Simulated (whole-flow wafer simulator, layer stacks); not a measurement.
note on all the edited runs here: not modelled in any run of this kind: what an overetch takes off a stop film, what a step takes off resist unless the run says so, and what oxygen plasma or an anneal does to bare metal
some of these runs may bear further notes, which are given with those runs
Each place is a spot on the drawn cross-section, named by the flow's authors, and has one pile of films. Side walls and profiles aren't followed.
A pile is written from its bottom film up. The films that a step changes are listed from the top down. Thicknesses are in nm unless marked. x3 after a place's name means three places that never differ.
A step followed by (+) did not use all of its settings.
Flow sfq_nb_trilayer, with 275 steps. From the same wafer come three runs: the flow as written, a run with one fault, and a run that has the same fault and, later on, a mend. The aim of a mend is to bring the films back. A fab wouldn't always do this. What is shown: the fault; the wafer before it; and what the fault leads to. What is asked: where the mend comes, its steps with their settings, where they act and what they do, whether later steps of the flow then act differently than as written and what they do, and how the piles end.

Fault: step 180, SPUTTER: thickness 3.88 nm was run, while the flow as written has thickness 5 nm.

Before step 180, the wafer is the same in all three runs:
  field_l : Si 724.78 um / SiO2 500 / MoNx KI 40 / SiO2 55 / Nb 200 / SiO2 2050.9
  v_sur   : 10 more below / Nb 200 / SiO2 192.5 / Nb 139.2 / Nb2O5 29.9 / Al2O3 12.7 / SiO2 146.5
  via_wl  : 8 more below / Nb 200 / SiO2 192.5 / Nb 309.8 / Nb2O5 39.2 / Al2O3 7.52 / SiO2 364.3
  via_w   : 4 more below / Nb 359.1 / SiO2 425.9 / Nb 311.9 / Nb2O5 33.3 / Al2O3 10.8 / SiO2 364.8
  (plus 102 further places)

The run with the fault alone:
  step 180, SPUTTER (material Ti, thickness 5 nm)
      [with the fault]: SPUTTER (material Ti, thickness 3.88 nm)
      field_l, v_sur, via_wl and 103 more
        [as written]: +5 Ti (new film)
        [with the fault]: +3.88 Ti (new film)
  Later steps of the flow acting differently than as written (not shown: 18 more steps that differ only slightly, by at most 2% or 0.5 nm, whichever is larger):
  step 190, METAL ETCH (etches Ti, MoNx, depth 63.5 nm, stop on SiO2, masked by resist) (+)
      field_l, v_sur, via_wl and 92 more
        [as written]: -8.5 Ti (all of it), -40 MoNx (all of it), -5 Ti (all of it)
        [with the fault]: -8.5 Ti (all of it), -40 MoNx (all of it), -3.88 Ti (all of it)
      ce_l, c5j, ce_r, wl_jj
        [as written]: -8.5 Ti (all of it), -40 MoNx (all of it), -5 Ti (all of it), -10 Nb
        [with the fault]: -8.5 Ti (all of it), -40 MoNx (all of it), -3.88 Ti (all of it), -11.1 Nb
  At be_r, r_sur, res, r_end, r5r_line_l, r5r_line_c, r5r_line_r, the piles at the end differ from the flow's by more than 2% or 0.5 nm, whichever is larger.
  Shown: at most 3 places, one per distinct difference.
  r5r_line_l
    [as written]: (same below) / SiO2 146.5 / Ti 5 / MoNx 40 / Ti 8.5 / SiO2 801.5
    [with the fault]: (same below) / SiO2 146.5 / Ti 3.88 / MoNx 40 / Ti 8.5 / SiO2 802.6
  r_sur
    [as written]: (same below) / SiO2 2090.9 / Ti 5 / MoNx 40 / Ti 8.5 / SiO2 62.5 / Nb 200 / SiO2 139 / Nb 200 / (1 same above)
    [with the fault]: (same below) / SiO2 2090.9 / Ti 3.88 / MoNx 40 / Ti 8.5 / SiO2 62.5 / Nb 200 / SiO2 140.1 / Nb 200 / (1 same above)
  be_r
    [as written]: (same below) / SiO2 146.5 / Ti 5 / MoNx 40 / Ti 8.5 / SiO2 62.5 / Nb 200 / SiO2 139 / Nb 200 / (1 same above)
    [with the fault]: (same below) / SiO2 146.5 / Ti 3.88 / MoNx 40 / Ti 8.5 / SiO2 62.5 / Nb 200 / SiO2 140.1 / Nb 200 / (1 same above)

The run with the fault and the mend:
  After step 180 comes the mend.
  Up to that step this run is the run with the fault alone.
  step 180a, SPUTTER (material Ti, thickness 1.12 nm) (the flow's step 180, run once more with other settings)
      field_l, v_sur, via_wl and 103 more
        +1.12 Ti
  Every later step of the flow that is run acts as written at every place that is followed.
  At every place that both follow, the piles at the end match the flow's.
